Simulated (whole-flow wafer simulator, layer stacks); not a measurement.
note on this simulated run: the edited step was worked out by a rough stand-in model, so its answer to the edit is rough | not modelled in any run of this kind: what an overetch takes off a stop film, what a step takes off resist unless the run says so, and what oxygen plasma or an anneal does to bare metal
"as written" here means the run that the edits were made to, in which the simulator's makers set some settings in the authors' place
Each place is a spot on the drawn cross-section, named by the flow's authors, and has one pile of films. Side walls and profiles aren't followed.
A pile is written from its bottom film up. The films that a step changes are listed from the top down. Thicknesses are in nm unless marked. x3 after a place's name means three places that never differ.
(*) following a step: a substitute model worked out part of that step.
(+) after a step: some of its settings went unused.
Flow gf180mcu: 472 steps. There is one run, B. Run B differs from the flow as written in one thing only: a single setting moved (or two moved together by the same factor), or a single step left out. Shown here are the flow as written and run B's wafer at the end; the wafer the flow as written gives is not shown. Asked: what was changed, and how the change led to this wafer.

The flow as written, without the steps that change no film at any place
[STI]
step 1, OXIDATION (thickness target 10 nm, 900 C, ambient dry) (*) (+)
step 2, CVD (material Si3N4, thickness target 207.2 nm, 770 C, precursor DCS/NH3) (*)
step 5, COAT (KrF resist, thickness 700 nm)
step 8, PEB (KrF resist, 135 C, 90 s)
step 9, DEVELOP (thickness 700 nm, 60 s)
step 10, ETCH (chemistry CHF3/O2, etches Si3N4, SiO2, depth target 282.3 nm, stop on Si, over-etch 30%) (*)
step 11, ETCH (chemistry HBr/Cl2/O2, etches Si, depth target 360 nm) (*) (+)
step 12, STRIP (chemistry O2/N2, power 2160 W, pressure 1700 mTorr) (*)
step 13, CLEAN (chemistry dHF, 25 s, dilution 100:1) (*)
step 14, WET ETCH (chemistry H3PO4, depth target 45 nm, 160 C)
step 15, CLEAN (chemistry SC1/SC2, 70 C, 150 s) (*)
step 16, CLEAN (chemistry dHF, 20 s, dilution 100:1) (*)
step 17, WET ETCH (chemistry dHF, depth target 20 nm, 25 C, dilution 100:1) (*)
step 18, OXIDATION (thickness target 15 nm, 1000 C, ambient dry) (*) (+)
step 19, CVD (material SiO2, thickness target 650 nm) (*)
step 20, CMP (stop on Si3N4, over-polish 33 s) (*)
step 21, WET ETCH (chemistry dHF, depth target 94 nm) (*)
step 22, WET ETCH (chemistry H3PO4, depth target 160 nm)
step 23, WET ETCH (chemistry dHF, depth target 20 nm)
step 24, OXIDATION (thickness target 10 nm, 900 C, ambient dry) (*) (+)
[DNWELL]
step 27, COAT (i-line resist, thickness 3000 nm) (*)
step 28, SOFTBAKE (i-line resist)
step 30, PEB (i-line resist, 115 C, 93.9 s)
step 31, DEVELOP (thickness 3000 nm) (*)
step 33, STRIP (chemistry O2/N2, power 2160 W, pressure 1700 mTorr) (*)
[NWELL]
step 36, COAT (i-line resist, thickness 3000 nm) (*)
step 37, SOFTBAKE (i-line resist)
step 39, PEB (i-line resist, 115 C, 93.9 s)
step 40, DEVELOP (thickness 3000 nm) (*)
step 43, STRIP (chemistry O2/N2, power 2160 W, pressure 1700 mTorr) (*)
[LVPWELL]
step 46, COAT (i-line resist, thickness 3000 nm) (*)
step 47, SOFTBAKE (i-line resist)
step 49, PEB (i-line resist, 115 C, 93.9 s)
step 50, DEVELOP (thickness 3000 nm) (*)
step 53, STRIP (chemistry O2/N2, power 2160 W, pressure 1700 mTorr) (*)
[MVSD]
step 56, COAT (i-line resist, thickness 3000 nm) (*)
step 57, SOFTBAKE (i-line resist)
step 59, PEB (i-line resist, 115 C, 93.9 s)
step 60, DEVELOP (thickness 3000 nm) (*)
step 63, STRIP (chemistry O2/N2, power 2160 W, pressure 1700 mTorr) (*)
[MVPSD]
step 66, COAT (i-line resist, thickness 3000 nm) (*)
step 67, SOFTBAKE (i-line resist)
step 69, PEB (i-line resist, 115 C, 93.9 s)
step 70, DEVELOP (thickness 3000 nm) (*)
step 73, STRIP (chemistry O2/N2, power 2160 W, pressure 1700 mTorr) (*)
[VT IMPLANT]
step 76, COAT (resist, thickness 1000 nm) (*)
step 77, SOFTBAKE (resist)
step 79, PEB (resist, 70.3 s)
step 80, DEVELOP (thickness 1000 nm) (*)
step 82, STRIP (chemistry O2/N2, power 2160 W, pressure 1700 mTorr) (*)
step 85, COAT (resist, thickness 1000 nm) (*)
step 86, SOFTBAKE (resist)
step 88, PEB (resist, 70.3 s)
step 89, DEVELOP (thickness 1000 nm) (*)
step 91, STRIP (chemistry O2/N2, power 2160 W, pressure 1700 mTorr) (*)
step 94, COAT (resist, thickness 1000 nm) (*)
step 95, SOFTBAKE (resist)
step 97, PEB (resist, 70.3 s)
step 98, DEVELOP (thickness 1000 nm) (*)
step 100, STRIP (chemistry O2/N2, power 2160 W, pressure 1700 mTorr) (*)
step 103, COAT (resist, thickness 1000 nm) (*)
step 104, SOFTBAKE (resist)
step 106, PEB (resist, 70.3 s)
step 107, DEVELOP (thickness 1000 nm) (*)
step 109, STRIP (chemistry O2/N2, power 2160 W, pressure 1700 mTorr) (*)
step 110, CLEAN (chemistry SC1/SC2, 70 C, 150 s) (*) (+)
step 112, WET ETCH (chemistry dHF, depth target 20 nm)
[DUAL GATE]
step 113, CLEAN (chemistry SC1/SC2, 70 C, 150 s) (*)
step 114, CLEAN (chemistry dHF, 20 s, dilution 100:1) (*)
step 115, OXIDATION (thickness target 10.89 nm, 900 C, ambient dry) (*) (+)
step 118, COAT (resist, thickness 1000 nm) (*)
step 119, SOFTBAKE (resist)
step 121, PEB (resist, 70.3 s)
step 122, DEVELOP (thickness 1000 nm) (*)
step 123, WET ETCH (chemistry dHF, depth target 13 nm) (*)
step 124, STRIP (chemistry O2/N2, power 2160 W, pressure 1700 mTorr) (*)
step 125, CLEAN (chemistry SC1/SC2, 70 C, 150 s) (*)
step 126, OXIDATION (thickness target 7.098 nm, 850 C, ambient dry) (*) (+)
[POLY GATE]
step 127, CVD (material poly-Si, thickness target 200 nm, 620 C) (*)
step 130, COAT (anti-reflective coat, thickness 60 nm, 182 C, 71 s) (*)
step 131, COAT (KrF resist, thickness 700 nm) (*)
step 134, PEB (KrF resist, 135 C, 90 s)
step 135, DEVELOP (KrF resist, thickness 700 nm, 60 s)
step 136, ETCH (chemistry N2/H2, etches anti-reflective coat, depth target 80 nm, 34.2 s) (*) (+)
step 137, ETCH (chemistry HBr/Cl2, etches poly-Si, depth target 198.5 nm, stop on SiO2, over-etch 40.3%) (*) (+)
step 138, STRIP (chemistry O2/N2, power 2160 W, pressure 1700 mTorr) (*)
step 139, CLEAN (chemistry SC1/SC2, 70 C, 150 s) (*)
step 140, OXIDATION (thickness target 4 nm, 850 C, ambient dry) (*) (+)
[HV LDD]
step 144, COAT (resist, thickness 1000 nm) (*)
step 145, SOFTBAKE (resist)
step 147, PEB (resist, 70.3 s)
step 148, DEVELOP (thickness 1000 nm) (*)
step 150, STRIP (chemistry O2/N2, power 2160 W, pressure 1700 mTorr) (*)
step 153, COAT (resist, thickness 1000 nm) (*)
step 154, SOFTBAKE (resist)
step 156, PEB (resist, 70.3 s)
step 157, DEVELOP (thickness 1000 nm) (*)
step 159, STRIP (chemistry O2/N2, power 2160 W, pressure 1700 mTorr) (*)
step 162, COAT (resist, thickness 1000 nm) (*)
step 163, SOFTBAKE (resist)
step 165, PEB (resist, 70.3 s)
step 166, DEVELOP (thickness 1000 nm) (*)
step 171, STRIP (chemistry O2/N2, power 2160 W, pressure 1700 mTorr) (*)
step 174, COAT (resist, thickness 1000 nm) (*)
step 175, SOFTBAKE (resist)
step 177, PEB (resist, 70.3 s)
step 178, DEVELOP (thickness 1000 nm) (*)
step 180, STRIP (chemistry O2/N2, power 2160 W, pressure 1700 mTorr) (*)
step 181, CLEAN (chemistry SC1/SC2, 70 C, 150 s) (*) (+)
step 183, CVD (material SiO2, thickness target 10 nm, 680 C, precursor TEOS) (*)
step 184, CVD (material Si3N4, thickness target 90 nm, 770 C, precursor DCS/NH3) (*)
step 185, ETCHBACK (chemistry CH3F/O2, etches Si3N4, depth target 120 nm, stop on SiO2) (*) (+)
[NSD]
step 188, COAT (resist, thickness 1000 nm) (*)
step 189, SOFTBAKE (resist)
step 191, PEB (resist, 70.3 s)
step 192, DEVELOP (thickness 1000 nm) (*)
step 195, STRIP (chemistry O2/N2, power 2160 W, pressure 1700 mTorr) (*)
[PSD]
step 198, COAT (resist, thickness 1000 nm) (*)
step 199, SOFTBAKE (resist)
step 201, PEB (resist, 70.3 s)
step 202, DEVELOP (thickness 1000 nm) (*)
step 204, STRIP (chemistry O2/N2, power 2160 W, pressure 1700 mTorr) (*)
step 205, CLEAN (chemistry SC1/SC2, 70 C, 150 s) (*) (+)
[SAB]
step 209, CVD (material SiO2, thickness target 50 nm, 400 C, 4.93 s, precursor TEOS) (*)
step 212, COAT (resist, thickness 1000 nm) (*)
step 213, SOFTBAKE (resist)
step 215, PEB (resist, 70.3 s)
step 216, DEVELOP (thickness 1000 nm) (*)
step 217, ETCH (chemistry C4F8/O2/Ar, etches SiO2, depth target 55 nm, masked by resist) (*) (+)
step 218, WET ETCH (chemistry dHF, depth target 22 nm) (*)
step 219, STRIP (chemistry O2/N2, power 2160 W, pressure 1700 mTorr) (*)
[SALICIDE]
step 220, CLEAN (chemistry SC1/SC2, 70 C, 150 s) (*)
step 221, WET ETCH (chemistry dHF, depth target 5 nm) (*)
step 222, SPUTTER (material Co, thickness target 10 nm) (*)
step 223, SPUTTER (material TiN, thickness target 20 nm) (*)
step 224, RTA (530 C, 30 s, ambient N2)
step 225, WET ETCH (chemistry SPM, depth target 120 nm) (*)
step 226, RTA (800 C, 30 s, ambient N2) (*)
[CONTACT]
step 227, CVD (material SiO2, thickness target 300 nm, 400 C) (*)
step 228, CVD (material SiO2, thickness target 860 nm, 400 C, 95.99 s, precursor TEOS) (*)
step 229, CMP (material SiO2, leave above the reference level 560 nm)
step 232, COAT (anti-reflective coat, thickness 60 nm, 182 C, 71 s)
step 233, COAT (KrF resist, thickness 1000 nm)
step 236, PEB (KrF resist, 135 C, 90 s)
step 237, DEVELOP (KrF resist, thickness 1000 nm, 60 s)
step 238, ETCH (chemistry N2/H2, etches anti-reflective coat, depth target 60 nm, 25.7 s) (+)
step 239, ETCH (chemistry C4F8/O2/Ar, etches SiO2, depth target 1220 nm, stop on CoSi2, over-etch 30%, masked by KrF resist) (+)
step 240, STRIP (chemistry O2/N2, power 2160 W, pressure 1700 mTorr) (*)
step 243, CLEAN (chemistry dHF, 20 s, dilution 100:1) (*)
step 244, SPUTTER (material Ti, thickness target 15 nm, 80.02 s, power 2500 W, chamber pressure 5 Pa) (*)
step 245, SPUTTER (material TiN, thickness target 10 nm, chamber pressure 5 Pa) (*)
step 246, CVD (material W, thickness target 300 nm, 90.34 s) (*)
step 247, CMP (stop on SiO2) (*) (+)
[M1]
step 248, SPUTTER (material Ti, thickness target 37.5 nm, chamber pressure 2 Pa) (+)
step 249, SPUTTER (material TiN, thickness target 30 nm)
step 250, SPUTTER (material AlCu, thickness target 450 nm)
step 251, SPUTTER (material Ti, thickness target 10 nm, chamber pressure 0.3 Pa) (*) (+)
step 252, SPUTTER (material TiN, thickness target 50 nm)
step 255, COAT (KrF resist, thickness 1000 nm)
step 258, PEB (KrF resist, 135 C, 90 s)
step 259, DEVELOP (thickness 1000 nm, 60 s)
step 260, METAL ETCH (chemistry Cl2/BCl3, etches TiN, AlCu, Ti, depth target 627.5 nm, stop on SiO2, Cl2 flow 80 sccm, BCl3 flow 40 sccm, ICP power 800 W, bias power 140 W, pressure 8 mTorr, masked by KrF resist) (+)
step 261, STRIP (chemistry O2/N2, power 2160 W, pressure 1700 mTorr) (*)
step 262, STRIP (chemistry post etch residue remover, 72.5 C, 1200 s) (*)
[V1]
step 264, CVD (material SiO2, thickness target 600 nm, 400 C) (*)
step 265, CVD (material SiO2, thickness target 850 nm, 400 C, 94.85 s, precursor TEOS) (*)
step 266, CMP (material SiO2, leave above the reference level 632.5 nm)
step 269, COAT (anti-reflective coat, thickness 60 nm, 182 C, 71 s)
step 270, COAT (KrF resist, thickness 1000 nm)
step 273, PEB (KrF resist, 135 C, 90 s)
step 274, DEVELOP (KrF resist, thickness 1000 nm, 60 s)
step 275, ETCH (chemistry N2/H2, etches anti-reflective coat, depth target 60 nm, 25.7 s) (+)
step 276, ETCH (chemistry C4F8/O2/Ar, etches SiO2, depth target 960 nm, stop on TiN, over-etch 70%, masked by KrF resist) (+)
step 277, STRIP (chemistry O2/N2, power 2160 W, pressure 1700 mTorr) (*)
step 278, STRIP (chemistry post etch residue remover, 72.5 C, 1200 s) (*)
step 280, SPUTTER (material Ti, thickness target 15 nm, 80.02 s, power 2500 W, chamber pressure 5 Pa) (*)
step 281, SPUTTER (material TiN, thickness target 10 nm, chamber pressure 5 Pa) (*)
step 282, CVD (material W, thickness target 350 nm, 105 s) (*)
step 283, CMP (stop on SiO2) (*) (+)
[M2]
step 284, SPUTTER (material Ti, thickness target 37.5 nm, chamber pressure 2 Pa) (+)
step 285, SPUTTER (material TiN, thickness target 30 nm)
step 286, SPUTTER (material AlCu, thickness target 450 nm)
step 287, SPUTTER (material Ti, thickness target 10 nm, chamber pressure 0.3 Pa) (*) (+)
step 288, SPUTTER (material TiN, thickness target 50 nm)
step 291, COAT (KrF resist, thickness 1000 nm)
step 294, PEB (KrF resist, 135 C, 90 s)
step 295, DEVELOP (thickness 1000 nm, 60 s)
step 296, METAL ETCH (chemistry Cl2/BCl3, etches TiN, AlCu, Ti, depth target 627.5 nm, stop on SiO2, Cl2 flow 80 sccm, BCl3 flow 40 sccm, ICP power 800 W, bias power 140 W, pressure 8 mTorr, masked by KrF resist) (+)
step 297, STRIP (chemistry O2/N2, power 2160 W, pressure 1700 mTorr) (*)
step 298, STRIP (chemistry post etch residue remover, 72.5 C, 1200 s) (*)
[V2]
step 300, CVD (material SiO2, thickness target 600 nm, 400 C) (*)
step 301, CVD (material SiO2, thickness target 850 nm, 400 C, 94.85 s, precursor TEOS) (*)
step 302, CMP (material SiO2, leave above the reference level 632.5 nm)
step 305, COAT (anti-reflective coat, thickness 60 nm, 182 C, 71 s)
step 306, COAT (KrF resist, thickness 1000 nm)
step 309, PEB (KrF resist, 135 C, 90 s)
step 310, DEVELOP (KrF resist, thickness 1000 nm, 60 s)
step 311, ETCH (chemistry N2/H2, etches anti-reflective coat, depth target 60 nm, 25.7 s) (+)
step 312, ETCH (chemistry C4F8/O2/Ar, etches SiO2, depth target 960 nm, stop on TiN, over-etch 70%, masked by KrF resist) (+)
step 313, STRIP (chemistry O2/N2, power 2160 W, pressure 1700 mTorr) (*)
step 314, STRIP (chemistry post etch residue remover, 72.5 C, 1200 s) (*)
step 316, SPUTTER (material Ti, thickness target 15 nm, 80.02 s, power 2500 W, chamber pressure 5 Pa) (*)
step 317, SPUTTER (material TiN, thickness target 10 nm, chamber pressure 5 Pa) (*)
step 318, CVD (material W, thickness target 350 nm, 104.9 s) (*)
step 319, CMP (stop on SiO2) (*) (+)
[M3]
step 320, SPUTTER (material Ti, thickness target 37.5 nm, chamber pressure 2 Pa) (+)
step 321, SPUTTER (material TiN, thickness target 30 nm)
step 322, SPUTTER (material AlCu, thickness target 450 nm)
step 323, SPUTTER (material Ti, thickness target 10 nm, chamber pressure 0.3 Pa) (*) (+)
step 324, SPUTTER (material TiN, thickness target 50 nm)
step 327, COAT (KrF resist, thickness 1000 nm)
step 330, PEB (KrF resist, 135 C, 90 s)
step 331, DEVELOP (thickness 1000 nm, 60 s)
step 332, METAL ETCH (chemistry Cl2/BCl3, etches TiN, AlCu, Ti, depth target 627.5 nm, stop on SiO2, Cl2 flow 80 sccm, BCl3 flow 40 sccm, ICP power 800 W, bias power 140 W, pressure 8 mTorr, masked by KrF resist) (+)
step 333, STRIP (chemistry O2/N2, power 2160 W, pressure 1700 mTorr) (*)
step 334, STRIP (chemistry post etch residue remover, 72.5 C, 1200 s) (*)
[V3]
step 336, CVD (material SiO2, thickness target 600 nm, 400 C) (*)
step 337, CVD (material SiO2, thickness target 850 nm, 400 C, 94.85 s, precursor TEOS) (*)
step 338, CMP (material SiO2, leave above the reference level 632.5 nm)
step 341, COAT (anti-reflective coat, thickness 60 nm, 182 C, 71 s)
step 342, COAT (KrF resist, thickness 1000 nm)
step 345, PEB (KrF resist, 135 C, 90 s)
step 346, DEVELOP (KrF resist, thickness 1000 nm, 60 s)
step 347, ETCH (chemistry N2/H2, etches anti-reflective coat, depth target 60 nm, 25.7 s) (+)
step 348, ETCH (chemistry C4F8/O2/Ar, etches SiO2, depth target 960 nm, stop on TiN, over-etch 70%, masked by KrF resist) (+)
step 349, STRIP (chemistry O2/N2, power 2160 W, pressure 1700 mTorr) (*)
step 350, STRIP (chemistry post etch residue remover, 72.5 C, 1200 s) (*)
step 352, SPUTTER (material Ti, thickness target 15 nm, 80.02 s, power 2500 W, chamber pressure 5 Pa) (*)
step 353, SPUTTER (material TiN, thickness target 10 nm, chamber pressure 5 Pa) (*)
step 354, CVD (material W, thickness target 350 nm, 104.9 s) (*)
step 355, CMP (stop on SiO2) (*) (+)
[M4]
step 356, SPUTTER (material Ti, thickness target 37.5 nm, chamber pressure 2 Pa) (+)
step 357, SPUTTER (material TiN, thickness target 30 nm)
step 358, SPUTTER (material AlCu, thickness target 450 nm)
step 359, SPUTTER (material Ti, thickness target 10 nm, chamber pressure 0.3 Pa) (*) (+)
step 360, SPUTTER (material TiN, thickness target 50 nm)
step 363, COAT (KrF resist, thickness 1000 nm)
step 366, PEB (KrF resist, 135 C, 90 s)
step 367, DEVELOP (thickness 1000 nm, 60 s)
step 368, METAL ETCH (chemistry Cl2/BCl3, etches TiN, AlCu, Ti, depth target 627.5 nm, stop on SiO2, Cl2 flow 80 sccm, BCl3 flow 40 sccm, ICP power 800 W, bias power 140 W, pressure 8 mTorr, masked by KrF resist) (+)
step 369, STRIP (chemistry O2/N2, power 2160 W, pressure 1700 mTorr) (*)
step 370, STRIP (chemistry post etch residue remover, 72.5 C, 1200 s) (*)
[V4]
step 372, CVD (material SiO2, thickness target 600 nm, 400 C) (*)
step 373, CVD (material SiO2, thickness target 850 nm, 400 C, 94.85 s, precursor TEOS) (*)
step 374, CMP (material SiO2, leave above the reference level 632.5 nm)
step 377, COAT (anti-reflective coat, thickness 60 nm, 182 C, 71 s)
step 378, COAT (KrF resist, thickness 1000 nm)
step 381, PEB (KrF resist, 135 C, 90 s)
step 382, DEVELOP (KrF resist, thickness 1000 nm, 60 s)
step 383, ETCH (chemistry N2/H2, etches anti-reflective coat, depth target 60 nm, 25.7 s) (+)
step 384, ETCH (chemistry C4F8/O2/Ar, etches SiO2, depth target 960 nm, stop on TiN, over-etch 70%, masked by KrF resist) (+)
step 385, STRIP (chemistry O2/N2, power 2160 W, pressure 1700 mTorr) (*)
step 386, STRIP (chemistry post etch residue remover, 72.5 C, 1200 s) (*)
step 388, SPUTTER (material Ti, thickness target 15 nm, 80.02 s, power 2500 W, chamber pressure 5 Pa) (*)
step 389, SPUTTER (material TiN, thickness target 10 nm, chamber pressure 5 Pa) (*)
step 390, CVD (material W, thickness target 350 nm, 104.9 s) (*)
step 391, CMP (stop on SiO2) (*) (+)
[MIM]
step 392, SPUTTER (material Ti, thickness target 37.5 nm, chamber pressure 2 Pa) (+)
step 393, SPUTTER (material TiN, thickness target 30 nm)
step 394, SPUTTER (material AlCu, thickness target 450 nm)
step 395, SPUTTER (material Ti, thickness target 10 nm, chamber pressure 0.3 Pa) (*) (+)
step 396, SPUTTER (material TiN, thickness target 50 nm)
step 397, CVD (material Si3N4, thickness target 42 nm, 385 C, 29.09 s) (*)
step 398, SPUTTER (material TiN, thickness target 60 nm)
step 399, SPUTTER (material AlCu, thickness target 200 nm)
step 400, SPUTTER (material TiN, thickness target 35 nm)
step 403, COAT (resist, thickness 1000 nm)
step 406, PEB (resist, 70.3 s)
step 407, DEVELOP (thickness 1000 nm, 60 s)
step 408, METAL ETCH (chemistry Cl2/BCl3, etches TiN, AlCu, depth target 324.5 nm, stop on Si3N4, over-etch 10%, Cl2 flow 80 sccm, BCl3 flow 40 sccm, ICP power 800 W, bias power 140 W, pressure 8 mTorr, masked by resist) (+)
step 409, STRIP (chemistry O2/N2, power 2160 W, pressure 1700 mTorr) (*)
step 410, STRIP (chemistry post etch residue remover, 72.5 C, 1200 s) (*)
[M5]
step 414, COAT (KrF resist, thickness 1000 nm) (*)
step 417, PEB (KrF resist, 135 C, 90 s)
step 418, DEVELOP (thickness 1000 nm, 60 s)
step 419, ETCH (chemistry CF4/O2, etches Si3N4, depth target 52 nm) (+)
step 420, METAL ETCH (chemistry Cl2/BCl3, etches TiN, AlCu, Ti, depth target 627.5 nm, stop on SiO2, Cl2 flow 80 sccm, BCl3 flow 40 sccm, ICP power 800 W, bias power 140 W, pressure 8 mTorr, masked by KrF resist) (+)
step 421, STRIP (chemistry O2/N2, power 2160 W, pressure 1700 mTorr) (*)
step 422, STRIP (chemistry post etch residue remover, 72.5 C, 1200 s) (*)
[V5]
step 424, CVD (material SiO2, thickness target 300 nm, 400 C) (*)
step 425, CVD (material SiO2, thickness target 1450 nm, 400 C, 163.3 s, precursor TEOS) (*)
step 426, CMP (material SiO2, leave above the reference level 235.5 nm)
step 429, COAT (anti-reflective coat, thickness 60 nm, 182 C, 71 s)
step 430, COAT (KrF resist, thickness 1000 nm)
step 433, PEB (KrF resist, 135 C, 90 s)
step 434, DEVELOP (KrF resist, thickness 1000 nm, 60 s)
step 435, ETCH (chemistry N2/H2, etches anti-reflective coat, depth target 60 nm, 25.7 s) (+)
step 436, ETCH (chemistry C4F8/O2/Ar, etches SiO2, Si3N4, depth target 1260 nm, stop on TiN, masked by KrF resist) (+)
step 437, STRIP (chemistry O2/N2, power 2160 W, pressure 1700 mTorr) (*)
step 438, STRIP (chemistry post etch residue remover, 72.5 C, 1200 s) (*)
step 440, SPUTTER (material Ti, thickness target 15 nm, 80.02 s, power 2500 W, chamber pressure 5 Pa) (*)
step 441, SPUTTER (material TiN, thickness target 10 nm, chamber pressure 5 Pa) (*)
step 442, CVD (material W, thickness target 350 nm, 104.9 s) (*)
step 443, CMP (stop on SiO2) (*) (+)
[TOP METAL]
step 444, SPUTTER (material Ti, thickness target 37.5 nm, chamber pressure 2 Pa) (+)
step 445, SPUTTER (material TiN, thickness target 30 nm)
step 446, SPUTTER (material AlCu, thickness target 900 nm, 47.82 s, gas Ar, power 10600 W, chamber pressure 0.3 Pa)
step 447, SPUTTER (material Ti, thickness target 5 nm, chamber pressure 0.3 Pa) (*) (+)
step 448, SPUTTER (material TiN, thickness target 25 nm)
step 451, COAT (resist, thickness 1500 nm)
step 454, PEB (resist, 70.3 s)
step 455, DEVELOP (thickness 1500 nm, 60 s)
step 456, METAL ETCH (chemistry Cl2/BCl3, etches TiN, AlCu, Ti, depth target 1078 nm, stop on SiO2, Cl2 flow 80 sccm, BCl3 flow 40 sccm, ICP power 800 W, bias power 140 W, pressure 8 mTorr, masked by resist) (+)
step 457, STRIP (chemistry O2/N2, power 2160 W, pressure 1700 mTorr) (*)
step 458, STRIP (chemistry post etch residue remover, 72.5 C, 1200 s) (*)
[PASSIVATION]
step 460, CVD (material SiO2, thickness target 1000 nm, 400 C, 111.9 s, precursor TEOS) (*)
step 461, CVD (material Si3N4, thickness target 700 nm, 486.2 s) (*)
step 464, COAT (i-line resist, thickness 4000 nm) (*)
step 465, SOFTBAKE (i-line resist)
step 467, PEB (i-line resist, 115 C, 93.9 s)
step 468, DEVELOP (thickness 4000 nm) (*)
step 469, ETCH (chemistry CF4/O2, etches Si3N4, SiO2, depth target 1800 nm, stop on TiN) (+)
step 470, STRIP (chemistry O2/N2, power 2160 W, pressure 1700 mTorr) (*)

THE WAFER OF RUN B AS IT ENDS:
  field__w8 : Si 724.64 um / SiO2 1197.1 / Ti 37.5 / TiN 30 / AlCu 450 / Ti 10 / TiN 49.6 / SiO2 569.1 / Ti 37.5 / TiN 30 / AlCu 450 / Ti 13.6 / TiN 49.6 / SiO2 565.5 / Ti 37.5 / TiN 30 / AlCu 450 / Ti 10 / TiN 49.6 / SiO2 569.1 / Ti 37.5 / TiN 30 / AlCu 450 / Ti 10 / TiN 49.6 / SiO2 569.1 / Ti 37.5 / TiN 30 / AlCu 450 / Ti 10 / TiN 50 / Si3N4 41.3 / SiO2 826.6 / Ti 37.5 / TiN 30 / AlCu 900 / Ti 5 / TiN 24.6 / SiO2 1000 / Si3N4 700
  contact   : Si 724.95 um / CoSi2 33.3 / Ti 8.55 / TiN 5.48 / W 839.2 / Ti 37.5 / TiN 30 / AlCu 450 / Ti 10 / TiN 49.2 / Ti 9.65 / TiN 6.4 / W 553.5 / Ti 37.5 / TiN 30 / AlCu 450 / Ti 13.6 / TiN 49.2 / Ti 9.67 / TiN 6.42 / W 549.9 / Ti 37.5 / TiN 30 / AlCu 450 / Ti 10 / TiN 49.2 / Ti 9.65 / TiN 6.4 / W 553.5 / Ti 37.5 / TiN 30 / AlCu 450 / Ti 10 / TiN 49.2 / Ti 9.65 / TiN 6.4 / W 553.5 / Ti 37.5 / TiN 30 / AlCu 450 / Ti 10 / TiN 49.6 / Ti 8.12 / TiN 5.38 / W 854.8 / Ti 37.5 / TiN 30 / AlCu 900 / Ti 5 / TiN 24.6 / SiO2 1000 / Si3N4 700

Cause: step 287, SPUTTER: thickness target 13.6 nm was run, though the flow has thickness target 10 nm.
One can read it off the wafer: field__w8 has Ti 13.6, and step 287 as written asks for 10 nm.

Step by step, how the change led to this:
  step 287, SPUTTER (material Ti, thickness target 10 nm, chamber pressure 0.3 Pa) (*) (+)
      field, field__w1, field__w2 and 108 more: +13.6 Ti (new film) (as written it would have been: +10 Ti (new film))
  step 296, METAL ETCH (chemistry Cl2/BCl3, etches TiN, AlCu, Ti, depth target 627.5 nm, stop on SiO2, Cl2 flow 80 sccm, BCl3 flow 40 sccm, ICP power 800 W, bias power 140 W, pressure 8 mTorr, masked by KrF resist) (+)
      field, field__w1, field__w2 and 103 more: -50 TiN (all of it), -13.6 Ti (all of it), -450 AlCu (all of it), -30 TiN (all of it), -37.5 Ti (all of it) (as written it would have been: -50 TiN (all of it), -10 Ti (all of it), -450 AlCu (all of it), -30 TiN (all of it), -37.5 Ti (all of it))
